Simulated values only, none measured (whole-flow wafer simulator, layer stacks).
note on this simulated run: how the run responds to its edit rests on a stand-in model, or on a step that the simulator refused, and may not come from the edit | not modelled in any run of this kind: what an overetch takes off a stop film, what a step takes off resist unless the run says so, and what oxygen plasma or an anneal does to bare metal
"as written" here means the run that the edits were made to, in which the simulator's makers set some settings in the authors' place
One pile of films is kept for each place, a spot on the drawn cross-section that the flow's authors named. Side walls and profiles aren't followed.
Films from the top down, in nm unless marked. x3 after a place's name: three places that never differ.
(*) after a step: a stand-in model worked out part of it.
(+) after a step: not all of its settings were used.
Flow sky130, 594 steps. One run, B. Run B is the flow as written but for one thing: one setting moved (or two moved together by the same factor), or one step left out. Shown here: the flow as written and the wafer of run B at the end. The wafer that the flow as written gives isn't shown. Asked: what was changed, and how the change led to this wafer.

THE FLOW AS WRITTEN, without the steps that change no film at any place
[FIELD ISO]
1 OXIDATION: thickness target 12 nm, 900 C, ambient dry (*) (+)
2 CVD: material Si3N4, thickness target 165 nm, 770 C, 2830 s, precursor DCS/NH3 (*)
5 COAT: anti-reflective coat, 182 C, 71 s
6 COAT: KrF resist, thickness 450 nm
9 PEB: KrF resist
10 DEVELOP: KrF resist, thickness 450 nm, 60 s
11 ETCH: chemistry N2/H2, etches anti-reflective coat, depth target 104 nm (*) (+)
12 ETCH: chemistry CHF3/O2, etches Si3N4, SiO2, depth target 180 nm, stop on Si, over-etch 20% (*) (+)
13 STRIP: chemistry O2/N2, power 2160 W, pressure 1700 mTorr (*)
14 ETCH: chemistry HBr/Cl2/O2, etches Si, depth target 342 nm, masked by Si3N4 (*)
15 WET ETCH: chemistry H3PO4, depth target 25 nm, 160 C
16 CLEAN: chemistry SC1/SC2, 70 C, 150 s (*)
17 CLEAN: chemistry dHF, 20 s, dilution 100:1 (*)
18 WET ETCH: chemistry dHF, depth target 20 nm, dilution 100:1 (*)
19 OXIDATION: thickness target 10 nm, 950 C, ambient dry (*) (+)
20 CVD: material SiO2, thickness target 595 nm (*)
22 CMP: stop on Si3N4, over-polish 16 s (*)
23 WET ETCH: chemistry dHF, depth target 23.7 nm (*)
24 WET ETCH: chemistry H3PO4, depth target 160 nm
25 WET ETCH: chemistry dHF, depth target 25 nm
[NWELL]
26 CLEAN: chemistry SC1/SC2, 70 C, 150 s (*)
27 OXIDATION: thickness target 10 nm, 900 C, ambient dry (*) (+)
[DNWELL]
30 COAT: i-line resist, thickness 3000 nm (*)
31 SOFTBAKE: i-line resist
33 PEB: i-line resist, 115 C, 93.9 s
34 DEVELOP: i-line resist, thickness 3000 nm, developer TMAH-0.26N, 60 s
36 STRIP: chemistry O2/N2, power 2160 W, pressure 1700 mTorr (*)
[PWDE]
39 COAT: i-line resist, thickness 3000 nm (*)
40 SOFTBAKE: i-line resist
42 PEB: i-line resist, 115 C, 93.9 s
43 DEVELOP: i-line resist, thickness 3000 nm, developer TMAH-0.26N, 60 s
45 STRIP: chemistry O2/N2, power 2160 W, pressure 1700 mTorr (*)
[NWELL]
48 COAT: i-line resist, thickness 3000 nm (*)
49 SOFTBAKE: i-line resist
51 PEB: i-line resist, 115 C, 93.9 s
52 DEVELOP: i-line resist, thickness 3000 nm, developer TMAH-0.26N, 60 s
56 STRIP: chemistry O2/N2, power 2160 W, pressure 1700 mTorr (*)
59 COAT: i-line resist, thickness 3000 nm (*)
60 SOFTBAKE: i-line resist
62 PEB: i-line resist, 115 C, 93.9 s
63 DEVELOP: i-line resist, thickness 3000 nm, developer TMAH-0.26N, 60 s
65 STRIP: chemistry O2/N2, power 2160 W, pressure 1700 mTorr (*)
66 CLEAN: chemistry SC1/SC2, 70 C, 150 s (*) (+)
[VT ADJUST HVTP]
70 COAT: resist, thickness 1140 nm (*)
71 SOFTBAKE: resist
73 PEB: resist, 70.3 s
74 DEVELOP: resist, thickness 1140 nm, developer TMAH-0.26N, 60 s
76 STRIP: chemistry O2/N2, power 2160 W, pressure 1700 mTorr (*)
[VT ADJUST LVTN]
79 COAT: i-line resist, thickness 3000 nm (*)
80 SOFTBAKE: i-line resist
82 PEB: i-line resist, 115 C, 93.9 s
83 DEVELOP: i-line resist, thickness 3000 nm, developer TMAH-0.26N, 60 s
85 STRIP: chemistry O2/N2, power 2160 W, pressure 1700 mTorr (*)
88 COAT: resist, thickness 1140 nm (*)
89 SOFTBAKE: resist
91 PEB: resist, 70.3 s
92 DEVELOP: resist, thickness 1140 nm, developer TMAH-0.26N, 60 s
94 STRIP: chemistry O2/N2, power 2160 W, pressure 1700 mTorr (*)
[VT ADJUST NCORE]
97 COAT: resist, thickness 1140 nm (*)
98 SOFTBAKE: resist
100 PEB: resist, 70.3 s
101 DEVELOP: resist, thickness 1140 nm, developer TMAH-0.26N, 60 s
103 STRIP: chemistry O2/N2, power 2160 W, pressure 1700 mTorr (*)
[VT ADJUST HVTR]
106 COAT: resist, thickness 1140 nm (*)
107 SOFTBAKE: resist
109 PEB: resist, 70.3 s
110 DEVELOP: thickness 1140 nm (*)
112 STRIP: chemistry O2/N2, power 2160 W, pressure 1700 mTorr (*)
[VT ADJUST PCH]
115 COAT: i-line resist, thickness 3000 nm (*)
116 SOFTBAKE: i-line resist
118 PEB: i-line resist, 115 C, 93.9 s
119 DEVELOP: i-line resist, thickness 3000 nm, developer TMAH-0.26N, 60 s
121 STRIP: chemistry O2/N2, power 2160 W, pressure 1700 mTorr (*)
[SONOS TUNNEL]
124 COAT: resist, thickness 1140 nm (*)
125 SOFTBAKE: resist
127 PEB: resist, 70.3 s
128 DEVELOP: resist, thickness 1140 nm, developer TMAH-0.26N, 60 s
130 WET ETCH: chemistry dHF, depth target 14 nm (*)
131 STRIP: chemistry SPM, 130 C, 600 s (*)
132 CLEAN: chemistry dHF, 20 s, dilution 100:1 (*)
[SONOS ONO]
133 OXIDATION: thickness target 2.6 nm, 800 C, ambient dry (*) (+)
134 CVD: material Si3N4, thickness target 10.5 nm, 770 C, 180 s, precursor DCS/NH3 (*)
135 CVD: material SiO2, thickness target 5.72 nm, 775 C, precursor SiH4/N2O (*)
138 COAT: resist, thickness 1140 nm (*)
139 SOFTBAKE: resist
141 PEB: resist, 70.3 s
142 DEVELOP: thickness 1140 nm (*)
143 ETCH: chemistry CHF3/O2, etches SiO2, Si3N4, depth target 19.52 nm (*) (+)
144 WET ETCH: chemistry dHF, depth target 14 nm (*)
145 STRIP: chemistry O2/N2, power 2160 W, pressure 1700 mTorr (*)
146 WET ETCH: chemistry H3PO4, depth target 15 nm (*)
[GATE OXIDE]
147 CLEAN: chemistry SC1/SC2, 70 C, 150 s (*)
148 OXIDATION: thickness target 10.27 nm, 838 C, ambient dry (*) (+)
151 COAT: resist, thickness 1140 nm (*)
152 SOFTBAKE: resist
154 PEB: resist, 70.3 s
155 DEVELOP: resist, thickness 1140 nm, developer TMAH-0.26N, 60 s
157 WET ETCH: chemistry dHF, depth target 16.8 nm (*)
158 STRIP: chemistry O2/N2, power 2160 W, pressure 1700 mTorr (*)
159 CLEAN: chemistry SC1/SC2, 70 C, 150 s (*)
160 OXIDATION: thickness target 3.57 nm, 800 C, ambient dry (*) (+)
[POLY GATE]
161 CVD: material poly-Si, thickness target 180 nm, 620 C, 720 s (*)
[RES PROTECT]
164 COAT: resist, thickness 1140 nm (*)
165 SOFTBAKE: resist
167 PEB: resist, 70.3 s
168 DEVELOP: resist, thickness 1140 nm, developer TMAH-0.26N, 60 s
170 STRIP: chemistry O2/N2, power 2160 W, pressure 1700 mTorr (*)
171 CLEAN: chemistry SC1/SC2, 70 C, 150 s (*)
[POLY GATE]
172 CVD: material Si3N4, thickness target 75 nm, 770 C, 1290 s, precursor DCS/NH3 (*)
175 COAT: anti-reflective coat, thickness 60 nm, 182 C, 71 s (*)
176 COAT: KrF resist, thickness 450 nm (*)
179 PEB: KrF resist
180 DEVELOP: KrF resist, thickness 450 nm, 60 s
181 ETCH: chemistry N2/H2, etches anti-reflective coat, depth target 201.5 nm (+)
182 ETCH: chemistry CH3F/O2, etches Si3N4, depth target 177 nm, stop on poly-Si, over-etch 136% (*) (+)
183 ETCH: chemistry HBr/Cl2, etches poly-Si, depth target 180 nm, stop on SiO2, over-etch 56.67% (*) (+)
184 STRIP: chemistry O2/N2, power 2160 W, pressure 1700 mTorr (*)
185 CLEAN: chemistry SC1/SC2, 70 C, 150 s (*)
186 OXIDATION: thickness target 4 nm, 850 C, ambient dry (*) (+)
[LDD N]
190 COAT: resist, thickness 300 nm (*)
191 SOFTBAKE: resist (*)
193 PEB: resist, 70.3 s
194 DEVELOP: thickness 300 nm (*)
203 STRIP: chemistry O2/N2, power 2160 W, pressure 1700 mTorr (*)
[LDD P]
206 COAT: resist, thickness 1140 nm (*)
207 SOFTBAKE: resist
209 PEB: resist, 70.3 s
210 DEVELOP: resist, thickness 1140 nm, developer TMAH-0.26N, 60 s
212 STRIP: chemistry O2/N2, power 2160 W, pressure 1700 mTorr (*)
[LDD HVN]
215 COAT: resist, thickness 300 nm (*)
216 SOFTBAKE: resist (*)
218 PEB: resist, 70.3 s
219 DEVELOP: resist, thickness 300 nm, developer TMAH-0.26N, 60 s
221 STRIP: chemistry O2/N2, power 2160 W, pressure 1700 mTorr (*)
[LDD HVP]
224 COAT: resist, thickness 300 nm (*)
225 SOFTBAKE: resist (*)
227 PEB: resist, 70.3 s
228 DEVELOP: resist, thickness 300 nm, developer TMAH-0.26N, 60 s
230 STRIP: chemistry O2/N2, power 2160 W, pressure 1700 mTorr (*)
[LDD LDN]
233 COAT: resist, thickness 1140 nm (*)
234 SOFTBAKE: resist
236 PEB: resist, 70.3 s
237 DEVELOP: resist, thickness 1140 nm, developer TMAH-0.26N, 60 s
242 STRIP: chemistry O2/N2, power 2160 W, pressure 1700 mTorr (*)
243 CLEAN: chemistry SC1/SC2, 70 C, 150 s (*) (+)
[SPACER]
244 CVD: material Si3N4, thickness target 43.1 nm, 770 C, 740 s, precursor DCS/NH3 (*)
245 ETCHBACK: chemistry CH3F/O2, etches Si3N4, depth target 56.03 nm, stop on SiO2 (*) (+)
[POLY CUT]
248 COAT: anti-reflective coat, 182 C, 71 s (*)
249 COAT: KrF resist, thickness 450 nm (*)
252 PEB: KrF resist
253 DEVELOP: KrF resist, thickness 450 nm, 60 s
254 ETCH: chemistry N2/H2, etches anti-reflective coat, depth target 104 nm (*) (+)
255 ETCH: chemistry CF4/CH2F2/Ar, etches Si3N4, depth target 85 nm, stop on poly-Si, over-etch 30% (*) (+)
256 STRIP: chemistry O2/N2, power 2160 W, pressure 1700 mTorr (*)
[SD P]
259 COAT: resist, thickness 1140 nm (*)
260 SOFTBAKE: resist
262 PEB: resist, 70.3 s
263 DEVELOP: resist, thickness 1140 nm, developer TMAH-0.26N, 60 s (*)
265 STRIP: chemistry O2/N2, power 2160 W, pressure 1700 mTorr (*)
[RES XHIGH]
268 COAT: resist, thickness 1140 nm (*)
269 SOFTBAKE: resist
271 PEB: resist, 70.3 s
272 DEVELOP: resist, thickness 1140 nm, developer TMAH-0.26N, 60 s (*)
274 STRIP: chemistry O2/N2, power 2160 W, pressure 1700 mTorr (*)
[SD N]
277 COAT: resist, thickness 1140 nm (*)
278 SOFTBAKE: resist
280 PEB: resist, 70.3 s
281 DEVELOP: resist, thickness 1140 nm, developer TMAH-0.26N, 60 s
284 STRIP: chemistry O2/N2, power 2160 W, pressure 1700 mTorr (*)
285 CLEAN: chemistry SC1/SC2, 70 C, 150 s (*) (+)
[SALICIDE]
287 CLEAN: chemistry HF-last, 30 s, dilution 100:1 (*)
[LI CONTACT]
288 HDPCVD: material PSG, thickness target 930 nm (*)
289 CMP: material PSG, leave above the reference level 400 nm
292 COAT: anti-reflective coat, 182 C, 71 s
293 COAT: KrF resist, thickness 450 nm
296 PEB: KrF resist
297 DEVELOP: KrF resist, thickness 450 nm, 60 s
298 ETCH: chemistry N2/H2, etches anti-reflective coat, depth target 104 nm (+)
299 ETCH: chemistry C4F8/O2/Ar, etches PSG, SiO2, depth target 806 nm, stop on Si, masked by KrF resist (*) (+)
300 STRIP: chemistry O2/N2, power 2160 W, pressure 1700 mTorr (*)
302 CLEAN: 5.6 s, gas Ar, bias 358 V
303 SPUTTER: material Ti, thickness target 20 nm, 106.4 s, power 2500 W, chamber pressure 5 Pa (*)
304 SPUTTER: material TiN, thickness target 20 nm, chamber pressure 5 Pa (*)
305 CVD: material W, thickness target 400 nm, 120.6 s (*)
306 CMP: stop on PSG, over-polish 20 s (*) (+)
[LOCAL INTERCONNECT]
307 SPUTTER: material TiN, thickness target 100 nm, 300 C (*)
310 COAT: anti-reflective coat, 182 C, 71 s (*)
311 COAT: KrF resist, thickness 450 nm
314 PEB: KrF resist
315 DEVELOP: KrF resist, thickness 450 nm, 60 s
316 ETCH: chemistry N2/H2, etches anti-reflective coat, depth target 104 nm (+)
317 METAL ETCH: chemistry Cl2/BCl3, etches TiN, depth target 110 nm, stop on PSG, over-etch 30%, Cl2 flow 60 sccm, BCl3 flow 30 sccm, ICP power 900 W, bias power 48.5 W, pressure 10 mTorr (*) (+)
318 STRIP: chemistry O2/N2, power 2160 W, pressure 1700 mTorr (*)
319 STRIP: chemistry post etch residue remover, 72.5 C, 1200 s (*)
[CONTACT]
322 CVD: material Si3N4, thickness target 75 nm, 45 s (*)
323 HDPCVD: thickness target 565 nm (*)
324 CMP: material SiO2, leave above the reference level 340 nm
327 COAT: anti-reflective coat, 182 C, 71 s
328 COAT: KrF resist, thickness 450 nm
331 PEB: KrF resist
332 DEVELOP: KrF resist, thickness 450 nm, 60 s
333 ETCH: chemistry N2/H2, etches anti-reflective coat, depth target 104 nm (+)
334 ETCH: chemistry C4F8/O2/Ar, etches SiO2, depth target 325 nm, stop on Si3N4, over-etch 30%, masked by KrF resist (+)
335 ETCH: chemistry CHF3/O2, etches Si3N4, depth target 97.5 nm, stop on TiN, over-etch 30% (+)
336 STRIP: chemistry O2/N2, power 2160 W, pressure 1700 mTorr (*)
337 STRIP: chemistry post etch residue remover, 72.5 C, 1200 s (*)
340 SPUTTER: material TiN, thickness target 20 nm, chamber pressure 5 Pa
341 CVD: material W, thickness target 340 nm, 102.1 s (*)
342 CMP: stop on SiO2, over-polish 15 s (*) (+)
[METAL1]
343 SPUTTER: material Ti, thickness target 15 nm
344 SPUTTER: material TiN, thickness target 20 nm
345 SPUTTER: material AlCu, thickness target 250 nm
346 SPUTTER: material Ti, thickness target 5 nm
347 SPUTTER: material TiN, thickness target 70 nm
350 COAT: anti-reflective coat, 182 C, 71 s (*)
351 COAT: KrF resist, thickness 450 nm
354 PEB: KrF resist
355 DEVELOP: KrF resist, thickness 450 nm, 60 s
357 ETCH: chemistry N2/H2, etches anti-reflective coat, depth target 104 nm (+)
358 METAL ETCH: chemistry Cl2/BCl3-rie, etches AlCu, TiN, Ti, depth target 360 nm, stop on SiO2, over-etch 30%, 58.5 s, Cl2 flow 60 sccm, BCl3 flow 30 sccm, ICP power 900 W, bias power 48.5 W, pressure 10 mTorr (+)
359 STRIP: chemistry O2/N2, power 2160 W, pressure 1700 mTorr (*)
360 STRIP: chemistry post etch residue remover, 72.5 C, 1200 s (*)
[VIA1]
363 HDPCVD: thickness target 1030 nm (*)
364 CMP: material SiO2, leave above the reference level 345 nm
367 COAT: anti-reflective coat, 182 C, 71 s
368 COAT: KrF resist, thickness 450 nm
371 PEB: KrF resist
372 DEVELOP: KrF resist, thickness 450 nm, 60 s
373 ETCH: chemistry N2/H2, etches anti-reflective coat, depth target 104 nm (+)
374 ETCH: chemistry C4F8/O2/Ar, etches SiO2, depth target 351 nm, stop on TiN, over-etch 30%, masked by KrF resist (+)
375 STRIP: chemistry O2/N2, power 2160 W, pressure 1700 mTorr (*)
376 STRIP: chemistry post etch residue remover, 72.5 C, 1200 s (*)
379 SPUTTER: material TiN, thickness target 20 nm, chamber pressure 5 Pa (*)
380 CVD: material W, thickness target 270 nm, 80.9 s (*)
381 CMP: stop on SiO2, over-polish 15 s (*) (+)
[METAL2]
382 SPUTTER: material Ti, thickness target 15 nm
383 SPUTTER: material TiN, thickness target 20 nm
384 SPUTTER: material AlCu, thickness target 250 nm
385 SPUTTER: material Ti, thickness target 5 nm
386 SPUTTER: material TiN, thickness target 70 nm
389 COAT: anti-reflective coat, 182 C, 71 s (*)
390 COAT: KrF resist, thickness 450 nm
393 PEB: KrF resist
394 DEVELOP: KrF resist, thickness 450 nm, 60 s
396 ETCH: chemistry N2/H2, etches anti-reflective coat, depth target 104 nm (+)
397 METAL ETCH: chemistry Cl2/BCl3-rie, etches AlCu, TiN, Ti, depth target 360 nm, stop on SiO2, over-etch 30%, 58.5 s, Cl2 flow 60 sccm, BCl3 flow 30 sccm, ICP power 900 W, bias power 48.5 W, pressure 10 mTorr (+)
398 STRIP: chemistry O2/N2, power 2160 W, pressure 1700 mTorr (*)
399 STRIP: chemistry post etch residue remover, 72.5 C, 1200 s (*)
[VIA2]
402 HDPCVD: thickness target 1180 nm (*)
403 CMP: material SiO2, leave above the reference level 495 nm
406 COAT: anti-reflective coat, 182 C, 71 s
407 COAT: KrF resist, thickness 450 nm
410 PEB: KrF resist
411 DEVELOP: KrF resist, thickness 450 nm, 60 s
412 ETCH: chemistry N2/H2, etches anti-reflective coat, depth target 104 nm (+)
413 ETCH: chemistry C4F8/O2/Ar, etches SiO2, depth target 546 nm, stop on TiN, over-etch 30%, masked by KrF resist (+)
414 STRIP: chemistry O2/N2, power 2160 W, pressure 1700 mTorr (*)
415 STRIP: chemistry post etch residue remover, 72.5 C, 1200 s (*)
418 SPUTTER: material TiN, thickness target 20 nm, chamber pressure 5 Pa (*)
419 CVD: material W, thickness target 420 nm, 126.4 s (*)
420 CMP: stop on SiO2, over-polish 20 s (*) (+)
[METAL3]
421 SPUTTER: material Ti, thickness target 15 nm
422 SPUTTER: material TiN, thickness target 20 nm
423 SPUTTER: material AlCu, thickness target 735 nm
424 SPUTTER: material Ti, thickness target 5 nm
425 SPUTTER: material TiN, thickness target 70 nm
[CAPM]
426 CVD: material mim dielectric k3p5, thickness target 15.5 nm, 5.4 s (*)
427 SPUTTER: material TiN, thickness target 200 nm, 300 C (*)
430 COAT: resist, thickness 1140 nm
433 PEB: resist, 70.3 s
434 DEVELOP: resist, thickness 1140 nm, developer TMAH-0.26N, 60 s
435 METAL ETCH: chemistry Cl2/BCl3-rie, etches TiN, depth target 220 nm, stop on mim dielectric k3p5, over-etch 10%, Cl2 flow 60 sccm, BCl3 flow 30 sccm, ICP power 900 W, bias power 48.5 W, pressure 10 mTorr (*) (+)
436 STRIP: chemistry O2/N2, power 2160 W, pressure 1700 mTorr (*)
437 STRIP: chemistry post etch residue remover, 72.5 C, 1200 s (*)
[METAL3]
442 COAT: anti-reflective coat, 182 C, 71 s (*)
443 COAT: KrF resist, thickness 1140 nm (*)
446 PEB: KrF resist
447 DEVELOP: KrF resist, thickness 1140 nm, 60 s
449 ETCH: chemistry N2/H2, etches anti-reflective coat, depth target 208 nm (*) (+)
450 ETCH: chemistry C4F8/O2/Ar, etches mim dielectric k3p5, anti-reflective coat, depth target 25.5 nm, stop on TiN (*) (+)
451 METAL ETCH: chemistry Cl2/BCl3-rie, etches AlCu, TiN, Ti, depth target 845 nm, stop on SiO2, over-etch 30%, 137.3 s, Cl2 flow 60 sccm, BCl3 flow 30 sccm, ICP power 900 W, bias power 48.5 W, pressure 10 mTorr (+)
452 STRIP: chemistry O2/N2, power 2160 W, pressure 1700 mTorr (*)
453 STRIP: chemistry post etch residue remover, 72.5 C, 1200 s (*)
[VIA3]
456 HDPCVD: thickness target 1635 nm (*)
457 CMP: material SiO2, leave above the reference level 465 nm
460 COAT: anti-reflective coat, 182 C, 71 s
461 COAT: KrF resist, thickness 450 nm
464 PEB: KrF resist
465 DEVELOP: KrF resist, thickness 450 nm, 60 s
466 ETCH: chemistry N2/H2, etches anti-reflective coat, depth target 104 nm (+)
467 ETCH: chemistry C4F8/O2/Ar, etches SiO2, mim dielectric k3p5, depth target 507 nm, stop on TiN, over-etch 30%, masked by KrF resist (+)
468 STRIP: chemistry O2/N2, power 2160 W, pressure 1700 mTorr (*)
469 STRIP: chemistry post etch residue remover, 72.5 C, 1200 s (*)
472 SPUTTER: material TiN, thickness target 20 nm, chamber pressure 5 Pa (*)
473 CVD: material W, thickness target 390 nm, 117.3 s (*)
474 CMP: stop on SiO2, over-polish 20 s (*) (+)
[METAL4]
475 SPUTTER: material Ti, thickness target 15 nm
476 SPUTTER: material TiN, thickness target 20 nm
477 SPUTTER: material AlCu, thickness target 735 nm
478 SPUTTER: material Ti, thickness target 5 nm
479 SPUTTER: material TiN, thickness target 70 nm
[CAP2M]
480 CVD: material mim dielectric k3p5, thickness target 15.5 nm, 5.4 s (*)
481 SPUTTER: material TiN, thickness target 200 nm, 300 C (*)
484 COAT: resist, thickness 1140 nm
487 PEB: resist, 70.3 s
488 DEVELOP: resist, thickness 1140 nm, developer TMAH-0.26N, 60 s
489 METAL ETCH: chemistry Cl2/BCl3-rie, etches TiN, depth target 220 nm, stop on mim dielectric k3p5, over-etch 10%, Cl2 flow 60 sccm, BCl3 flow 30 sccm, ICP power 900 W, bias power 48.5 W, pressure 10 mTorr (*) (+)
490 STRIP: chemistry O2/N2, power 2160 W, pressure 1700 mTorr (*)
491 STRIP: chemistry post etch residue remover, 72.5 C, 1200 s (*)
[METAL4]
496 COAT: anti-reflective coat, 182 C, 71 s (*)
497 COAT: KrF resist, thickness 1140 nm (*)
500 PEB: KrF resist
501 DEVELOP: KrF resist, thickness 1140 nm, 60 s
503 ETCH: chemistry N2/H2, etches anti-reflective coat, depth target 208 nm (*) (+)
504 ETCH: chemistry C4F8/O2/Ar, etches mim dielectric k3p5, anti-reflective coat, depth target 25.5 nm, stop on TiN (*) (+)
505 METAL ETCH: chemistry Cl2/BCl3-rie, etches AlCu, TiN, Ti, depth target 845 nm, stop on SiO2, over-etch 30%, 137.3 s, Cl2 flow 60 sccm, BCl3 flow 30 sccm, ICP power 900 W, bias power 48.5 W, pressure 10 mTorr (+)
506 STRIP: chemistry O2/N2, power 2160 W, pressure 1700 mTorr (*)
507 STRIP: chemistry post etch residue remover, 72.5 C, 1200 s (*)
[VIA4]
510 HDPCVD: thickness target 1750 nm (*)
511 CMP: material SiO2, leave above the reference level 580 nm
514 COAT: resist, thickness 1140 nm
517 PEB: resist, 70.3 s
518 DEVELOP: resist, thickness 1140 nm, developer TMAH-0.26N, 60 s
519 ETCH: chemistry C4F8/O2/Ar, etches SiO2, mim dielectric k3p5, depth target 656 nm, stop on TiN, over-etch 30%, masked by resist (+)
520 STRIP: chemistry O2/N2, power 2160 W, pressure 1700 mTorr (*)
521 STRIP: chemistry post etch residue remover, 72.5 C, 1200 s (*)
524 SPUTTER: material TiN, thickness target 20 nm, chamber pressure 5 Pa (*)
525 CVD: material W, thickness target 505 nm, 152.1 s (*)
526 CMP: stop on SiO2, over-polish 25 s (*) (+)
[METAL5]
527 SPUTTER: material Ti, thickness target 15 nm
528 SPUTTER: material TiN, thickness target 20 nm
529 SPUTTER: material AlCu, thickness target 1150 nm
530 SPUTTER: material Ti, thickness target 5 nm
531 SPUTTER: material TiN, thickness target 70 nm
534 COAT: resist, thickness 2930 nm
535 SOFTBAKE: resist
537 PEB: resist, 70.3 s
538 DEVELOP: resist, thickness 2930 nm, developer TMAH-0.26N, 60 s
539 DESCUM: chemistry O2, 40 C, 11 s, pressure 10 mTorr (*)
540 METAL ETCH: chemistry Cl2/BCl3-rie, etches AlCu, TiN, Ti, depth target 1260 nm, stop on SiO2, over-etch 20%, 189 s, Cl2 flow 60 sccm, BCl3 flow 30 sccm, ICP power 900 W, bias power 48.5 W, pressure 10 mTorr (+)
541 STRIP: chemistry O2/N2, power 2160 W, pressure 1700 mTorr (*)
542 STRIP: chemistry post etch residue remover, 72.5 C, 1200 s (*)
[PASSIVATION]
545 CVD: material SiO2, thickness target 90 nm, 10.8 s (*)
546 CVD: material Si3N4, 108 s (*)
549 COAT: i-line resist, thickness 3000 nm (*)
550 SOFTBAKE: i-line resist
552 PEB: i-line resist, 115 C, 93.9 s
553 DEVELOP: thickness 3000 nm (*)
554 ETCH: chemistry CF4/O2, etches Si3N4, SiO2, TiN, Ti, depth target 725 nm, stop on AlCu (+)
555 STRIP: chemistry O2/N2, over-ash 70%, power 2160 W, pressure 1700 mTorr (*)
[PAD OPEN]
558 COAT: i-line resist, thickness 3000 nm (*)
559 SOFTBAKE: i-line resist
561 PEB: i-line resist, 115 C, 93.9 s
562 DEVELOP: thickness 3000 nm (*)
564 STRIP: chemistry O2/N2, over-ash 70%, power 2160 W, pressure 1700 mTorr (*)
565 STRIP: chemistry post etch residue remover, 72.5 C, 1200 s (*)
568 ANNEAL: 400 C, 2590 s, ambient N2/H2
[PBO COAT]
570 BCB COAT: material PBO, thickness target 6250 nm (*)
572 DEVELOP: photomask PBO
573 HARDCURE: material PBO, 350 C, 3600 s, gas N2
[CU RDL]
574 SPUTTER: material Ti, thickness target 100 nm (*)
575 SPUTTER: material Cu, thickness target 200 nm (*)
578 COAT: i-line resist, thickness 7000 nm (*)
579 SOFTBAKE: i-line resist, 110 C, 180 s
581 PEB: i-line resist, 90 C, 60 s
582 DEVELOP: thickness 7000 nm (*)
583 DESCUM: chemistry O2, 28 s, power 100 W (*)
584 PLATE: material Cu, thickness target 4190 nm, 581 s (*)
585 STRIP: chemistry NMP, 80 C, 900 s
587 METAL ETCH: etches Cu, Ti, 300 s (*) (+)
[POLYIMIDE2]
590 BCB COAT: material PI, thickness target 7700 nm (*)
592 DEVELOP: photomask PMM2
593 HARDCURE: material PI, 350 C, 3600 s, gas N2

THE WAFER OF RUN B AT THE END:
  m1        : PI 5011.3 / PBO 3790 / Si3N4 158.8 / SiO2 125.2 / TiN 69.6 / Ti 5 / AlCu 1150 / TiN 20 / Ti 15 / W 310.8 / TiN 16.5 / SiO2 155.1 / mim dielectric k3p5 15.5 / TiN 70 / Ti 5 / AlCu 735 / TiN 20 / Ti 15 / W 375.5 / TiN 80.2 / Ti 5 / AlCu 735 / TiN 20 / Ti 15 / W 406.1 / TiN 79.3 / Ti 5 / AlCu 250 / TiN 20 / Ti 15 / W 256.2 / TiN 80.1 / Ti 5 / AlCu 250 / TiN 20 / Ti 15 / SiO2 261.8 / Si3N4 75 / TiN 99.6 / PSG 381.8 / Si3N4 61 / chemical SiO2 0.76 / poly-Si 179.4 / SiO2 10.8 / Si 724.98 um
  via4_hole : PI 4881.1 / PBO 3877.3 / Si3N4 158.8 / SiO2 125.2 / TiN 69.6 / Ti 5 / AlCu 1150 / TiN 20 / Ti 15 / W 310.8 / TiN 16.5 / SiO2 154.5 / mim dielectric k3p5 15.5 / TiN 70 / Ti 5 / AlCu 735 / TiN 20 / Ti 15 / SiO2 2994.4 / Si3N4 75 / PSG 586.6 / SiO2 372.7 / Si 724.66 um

The cause: step 519, ETCH: depth target 335 nm was run, where the flow has depth target 656 nm.

How the change led to this, step by step:
  519 ETCH: chemistry C4F8/O2/Ar, etches SiO2, mim dielectric k3p5, depth target 656 nm, stop on TiN, over-etch 30%, masked by resist (+)
      m1: SiO2 -335 (as written it would be: SiO2 -490.1 (all of it), mim dielectric k3p5 -15.5 (all of it))
      via4_hole: SiO2 -335 (as written it would be: SiO2 -489.5 (all of it), mim dielectric k3p5 -15.5 (all of it))
      (and at 191 more places)
  520 STRIP: chemistry O2/N2, power 2160 W, pressure 1700 mTorr (*)
      field, active, n_well and 188 more: resist -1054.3 (all of it) (as written it would be: resist -990.1 (all of it))
  524 SPUTTER: material TiN, thickness target 20 nm, chamber pressure 5 Pa (*)
      m1, via4_hole: TiN +16.5 (new film) (as written it would be: TiN +15.3)
  525 CVD: material W, thickness target 505 nm, 152.1 s (*)
      m1: W +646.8 (new film) (as written it would be: W +1015.8 (new film))
      via4_hole: W +648.5 (new film) (as written it would be: W +1015.2 (new film))
  526 CMP: stop on SiO2, over-polish 25 s (*) (+)
      m1: W -335.9 (as written it would be: W -532.7)
      via4_hole: W -337.6 (as written it would be: W -532.7)
Counting metal films that touch as one body, m1 has 3 bodies (between them, from the top down: SiO2 155.1 / mim dielectric k3p5 15.5; SiO2 261.8 / Si3N4 75); the flow as written gives 2 bodies (between them, from the top down: SiO2 261.8 / Si3N4 75).
Counting metal films that touch as one body, via4_hole has 2 bodies (between them, from the top down: SiO2 154.5 / mim dielectric k3p5 15.5); the flow as written gives 1 body.
